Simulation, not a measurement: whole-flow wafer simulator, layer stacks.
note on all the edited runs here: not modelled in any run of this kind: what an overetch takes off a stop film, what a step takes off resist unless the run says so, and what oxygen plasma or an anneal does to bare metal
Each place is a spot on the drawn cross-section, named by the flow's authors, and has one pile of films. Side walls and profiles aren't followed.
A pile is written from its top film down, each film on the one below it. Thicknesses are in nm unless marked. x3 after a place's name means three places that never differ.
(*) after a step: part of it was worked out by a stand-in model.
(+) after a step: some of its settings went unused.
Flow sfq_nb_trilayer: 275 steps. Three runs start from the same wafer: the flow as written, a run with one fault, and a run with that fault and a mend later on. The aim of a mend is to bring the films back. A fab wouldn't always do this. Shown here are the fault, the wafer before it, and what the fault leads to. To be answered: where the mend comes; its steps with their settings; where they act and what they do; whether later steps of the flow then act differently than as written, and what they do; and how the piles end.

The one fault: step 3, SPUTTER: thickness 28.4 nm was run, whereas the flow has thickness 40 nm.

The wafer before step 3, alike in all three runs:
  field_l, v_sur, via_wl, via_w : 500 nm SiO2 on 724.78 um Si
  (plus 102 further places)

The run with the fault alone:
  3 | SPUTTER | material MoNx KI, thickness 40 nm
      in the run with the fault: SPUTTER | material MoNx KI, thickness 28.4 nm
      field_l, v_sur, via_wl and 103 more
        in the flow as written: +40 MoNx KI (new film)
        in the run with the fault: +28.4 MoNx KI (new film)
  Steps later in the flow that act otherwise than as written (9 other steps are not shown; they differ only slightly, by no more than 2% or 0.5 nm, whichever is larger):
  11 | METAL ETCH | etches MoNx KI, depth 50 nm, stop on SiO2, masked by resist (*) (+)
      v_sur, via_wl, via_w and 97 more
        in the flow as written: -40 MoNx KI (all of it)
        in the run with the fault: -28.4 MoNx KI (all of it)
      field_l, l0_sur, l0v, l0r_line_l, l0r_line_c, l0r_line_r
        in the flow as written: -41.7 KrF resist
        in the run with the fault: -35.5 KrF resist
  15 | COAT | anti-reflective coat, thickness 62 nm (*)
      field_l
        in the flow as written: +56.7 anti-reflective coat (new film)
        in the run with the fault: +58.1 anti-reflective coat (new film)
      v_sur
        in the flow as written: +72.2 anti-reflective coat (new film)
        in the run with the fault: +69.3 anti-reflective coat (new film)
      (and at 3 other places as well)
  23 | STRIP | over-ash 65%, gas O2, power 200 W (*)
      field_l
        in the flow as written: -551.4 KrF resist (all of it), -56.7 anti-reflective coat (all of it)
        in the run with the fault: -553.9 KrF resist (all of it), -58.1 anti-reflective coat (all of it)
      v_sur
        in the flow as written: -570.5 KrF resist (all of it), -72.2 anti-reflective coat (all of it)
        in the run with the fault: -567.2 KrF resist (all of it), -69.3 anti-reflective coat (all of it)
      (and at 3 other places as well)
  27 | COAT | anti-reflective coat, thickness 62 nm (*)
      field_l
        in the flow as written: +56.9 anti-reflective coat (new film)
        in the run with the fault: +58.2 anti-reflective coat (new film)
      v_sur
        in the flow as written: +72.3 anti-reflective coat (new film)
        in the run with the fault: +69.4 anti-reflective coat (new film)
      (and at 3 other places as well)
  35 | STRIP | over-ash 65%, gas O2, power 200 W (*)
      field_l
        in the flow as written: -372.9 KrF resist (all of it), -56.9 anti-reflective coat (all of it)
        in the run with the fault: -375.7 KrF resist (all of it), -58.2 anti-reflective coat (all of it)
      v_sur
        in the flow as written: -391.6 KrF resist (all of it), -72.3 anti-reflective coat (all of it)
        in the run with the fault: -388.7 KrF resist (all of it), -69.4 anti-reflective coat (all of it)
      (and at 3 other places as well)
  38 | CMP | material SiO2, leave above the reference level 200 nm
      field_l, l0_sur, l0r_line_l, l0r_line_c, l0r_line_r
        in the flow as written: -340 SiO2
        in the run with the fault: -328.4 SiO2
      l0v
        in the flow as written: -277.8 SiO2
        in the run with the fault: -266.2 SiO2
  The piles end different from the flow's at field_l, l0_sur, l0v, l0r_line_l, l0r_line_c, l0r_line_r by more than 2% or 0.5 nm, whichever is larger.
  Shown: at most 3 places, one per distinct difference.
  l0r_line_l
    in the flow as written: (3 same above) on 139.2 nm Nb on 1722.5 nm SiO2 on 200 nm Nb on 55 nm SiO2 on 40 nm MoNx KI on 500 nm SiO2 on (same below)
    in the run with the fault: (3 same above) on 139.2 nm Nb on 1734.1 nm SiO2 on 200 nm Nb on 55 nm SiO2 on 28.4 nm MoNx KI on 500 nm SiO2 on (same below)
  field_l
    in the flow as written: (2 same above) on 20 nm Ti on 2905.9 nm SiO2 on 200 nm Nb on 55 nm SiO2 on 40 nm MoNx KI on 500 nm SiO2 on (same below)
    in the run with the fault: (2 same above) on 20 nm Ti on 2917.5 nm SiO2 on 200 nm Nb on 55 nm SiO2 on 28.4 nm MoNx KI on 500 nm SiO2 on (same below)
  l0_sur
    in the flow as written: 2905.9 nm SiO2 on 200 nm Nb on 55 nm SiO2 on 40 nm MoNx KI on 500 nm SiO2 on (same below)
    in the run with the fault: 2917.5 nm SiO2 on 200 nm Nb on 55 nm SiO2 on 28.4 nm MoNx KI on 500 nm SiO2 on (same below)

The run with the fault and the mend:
  After step 3 comes the mend.
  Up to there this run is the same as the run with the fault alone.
  3a | SPUTTER | material MoNx KI, thickness 11.6 nm (a further turn of the flow's step 3, with different settings)
      field_l, v_sur, via_wl and 103 more
        +11.6 MoNx KI
  Every later step of the flow that is run acts as written at every place that is followed.
  At every place that both follow, the piles at the end match the flow's.
